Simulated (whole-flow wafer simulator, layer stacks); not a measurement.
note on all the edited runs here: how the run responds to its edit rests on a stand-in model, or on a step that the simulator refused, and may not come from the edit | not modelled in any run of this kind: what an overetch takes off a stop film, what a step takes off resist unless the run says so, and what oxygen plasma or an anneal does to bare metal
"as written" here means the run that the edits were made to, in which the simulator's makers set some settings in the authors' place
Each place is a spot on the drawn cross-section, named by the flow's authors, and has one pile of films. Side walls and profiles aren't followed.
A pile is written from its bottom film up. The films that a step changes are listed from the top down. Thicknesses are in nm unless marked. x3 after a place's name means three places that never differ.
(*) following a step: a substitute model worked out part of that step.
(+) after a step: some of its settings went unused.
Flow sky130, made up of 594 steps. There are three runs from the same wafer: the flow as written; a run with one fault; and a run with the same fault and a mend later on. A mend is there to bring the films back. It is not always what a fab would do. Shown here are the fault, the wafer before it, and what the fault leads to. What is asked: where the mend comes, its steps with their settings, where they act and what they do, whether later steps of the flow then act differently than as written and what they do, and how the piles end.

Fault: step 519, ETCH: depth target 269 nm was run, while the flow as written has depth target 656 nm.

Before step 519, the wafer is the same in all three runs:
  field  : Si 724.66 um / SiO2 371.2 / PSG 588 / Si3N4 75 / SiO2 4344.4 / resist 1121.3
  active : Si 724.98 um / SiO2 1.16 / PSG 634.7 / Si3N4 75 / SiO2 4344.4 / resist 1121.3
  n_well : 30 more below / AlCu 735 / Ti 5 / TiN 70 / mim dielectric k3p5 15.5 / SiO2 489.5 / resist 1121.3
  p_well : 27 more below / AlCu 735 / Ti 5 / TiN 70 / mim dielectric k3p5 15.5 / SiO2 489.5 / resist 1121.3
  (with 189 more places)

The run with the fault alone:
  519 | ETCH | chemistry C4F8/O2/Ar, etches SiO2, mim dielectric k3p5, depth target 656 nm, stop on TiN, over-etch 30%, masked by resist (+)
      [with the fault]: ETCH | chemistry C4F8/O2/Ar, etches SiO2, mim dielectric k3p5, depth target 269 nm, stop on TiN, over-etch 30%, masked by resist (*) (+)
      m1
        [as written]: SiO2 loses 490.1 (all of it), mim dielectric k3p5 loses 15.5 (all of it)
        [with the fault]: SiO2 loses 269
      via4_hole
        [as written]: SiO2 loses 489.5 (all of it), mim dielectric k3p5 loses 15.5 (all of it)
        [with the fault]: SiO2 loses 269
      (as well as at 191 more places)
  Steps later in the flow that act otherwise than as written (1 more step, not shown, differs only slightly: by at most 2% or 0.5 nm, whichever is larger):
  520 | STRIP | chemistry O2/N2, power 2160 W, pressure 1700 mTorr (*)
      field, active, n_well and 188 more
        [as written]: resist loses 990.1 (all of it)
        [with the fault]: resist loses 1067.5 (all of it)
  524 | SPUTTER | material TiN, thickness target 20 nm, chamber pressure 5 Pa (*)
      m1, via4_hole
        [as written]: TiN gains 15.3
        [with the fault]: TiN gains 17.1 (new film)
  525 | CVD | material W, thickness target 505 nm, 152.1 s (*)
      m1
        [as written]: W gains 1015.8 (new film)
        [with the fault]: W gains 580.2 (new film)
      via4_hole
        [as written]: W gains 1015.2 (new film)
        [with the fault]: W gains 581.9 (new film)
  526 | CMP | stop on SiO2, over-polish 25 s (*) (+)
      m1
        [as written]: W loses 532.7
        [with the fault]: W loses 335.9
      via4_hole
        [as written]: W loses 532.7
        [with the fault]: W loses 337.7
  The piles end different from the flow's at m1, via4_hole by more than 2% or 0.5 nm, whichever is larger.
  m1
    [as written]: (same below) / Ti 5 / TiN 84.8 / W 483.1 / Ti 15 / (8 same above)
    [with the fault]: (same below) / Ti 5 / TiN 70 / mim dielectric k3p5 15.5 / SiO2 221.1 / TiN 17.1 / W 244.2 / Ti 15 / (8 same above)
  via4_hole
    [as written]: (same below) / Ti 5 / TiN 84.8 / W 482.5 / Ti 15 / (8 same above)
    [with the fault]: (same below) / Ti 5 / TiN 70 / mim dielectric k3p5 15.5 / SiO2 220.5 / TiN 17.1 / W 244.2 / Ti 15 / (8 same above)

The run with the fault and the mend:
  After step 519 comes the mend.
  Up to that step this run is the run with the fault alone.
  519a | ETCH | chemistry C4F8/O2/Ar, etches SiO2, mim dielectric k3p5, depth target 387 nm, stop on TiN, over-etch 30%, masked by resist (+) (the flow's step 519, run once more with other settings)
      field, active, n_well and 188 more
        resist loses 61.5
      m1
        SiO2 loses 221.1 (all of it), mim dielectric k3p5 loses 15.5 (all of it)
      via4_hole
        SiO2 loses 220.5 (all of it), mim dielectric k3p5 loses 15.5 (all of it)
  None of the later steps of the flow differs from how it acts as written, at any place that is followed, by more than 2% or 0.5 nm, whichever is larger.
  At every place that both follow, the piles at the end match the flow's.
